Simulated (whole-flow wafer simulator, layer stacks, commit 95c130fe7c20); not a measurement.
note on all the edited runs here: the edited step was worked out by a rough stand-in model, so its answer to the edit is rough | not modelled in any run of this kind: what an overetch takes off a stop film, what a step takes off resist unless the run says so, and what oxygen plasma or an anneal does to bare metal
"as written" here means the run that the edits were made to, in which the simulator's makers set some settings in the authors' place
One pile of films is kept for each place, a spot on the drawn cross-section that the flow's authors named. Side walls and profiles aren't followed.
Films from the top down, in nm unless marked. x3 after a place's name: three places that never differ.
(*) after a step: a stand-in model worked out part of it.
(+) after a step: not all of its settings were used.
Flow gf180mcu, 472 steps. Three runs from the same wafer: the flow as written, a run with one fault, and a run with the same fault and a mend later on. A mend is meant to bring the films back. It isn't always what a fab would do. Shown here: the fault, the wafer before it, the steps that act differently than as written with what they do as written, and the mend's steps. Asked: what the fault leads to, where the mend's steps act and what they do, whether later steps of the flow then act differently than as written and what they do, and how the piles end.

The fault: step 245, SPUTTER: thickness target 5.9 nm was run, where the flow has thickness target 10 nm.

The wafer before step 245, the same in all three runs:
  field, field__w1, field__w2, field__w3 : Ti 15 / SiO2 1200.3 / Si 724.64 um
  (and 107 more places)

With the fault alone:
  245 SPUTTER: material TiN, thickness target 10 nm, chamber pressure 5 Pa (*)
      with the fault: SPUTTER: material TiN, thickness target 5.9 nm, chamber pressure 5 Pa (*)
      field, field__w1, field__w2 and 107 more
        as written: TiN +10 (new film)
        with the fault: TiN +5.9 (new film)
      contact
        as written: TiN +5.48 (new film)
        with the fault: TiN +3.24 (new film)
  Later steps of the flow that act differently than as written (1 more step differs only slightly, by at most 2% or 0.5 nm, whichever is larger, and isn't shown):
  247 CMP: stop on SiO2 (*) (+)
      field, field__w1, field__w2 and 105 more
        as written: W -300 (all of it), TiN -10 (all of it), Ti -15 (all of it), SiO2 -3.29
        with the fault: W -300 (all of it), TiN -5.9 (all of it), Ti -15 (all of it), SiO2 -3.25
  At the end the piles differ from the flow's by more than 2% or 0.5 nm, whichever is larger, at contact, polyc_n, polyc_p.
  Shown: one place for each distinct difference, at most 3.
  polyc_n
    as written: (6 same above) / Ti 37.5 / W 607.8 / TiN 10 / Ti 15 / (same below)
    with the fault: (6 same above) / Ti 37.5 / W 611.9 / TiN 5.9 / Ti 15 / (same below)
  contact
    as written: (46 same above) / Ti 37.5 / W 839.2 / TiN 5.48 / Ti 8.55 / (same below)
    with the fault: (46 same above) / Ti 37.5 / W 841.5 / TiN 3.24 / Ti 8.55 / (same below)

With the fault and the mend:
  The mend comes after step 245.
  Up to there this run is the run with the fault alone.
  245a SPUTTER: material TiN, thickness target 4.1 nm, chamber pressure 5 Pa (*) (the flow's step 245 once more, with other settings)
      field, field__w1, field__w2 and 107 more
        TiN +4.1
      contact
        TiN +2.24
  No later step of the flow acts differently than as written at any place that is followed.
  At the end the piles are the same as the flow's at every place that both follow.
